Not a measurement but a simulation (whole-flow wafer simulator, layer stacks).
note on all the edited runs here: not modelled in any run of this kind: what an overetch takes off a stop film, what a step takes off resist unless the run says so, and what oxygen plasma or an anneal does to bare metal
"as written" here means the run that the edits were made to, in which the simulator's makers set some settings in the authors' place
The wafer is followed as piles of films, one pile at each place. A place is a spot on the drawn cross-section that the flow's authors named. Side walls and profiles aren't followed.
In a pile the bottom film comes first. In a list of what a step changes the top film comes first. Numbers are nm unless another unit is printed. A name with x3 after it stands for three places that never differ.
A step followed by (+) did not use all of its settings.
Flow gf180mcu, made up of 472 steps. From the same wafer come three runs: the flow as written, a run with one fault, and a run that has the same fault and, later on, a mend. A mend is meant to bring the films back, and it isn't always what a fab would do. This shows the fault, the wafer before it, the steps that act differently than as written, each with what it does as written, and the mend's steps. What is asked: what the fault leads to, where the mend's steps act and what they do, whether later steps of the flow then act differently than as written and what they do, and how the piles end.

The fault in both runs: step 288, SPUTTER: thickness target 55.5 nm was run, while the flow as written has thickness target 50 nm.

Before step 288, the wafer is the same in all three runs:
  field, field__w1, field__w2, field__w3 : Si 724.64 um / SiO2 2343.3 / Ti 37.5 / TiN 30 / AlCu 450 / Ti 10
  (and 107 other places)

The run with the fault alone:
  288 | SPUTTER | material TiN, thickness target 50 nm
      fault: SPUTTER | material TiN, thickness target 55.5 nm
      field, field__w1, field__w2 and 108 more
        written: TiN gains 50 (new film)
        fault: TiN gains 55.5 (new film)
  Steps further on in the flow that do not act as written (not shown: 5 more steps that differ only slightly, by at most 2% or 0.5 nm, whichever is larger):
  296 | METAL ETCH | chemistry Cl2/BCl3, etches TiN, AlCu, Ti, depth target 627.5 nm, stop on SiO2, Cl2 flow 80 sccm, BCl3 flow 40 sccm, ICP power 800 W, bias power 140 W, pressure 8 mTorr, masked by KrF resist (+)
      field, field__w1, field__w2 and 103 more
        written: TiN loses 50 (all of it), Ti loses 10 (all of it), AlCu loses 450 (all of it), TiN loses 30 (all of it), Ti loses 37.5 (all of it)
        fault: TiN loses 55.5 (all of it), Ti loses 10 (all of it), AlCu loses 450 (all of it), TiN loses 30 (all of it), Ti loses 37.5 (all of it)
  At field__w8, contact, m1, m1__w1, m1_nw, the piles at the end differ from the flow's by more than 2% or 0.5 nm, whichever is larger.
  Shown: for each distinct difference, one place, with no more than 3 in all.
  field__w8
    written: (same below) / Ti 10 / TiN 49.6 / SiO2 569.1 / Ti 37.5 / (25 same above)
    fault: (same below) / Ti 10 / TiN 55.1 / SiO2 563.6 / Ti 37.5 / (25 same above)
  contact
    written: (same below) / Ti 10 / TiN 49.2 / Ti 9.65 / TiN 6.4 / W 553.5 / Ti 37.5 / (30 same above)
    fault: (same below) / Ti 10 / TiN 54.7 / Ti 9.68 / TiN 6.42 / W 547.9 / Ti 37.5 / (30 same above)

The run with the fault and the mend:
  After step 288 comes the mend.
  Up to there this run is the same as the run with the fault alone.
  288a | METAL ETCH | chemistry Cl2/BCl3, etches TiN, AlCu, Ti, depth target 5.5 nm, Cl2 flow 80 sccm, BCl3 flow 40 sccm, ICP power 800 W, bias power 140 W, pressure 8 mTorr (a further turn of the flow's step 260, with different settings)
      field, field__w1, field__w2 and 108 more
        TiN loses 5.5
  None of the later steps of the flow acts differently than as written at any place that is followed.
  The piles end the same as the flow's at every place that both follow.
